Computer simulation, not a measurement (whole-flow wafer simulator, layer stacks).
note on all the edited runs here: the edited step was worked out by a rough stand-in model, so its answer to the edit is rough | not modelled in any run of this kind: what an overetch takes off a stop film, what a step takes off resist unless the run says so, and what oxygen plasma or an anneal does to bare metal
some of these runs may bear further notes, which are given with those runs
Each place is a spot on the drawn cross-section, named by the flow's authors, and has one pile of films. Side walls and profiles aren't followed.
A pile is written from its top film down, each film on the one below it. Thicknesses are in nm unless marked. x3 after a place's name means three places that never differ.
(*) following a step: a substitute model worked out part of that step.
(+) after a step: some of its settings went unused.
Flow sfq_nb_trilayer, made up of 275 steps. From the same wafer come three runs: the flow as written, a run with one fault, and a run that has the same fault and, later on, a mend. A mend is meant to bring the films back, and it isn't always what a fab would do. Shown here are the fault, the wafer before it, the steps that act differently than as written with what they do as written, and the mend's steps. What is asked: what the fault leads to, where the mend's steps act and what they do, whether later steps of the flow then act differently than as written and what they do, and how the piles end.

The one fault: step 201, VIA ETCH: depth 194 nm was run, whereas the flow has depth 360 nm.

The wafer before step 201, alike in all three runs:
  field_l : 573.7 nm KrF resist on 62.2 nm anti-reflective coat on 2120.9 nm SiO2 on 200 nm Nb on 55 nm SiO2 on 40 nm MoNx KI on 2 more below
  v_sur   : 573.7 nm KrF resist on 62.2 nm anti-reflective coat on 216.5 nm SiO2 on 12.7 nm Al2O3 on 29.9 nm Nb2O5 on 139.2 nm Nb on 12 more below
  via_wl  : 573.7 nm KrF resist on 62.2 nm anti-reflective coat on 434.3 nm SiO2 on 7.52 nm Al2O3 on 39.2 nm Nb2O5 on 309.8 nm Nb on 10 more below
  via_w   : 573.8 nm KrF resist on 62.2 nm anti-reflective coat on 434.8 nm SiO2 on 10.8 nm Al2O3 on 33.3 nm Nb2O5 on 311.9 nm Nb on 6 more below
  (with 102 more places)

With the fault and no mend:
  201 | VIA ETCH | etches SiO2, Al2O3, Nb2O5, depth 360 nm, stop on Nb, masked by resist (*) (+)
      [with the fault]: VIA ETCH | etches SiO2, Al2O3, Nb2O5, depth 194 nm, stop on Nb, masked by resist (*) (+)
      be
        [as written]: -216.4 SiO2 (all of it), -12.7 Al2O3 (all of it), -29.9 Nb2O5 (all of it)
        [with the fault]: -194 SiO2
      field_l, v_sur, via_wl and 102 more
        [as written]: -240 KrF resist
        [with the fault]: -129.3 KrF resist
  Steps further on in the flow that do not act as written (7 other steps are not shown; they differ only slightly, by no more than 2% or 0.5 nm, whichever is larger):
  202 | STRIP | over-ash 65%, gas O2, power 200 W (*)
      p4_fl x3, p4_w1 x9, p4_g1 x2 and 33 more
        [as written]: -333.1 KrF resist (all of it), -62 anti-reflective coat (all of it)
        [with the fault]: -443.8 KrF resist (all of it), -62 anti-reflective coat (all of it)
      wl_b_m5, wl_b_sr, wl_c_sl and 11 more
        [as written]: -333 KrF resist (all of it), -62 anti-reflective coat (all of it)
        [with the fault]: -443.7 KrF resist (all of it), -62 anti-reflective coat (all of it)
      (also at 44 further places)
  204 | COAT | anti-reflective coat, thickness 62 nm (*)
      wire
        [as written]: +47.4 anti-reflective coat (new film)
        [with the fault]: +49.3 anti-reflective coat (new film)
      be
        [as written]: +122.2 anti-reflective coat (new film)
        [with the fault]: +112.5 anti-reflective coat (new film)
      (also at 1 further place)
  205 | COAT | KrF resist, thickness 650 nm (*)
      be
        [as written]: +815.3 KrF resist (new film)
        [with the fault]: +768.9 KrF resist (new film)
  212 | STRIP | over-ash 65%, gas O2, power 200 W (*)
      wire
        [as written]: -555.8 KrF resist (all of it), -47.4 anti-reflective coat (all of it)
        [with the fault]: -559.5 KrF resist (all of it), -49.3 anti-reflective coat (all of it)
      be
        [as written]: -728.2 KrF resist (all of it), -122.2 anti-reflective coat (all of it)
        [with the fault]: -681.7 KrF resist (all of it), -112.5 anti-reflective coat (all of it)
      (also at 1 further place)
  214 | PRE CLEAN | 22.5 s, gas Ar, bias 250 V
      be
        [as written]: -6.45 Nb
        [with the fault]: -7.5 SiO2
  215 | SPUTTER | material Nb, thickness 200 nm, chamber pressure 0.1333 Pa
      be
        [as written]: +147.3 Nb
        [with the fault]: +162.2 Nb (new film)
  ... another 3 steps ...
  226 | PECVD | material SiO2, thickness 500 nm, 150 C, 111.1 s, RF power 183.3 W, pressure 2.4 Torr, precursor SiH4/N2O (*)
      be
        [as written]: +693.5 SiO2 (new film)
        [with the fault]: +614.7 SiO2 (new film)
  At be, the piles at the end differ from the flow's by more than 2% or 0.5 nm, whichever is larger.
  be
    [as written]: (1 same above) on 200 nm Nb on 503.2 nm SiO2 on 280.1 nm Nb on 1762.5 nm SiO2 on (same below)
    [with the fault]: (1 same above) on 200 nm Nb on 424.4 nm SiO2 on 162.2 nm Nb on 14.9 nm SiO2 on 12.7 nm Al2O3 on 29.9 nm Nb2O5 on 139.2 nm Nb on 1762.5 nm SiO2 on (same below)

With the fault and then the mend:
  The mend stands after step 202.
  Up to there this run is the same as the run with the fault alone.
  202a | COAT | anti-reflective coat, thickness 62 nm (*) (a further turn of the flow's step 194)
      p4_fl x3, p4_w1 x9, p4_g1 x2 and 50 more
        +62 anti-reflective coat (new film)
      ln_m6, lsp_r, l0_sur, l0v
        +62.1 anti-reflective coat (new film)
      wl_a_sl, wl_a_m6, wl_a_sr, wl_g_sr
        +61.9 anti-reflective coat (new film)
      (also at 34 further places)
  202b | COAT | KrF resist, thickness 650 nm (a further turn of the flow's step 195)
      p4_fl x3, p4_w1 x9, p4_g1 x2 and 33 more
        +650 KrF resist (new film)
      wl_b_m5, wl_b_sr, wl_c_sl and 12 more
        +649.9 KrF resist (new film)
      sp_r, r5r_spacepad_l, r5r_spacepad_r
        +652.5 KrF resist (new film)
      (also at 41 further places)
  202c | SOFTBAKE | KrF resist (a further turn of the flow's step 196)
      leaves every film unchanged at each place that is followed
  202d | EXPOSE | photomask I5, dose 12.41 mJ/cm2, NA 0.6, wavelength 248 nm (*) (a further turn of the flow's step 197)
      leaves every film unchanged at each place that is followed
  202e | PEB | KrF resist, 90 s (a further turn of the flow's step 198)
      field_l, v_sur, via_wl and 83 more
        -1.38 KrF resist
      ce_l, moat, field_r, wl_jj
        -1.39 KrF resist
      via_wr, via_sp, wire
        -1.37 KrF resist
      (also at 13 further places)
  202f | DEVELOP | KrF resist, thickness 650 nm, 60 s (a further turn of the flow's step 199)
      field_l, v_sur, via_wl and 102 more
        -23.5 KrF resist
      be
        -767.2 KrF resist (all of it)
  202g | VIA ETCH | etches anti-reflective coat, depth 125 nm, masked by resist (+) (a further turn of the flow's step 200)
      field_l, v_sur, via_wl and 102 more
        -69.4 KrF resist
      be
        -112.5 anti-reflective coat (all of it), -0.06 SiO2
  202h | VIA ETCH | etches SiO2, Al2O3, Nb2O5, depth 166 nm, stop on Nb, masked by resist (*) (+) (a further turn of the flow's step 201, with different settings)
      field_l, v_sur, via_wl and 102 more
        -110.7 KrF resist
      be
        -22.3 SiO2 (all of it), -12.7 Al2O3 (all of it), -29.9 Nb2O5 (all of it)
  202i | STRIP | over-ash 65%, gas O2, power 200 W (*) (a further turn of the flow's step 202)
      p4_fl x3, p4_w1 x9, p4_g1 x2 and 33 more
        -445 KrF resist (all of it), -62 anti-reflective coat (all of it)
      wl_b_sr, wl_c_sl, wl_c_m6 and 10 more
        -444.9 KrF resist (all of it), -62 anti-reflective coat (all of it)
      wl_b_sl, wl_b_m5, wl_g_sl, wl_g_m5
        -444.8 KrF resist (all of it), -62 anti-reflective coat (all of it)
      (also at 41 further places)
  Every later step of the flow that is run acts as written at every place that is followed.
  By the end, the piles equal the flow's at every place that both follow.
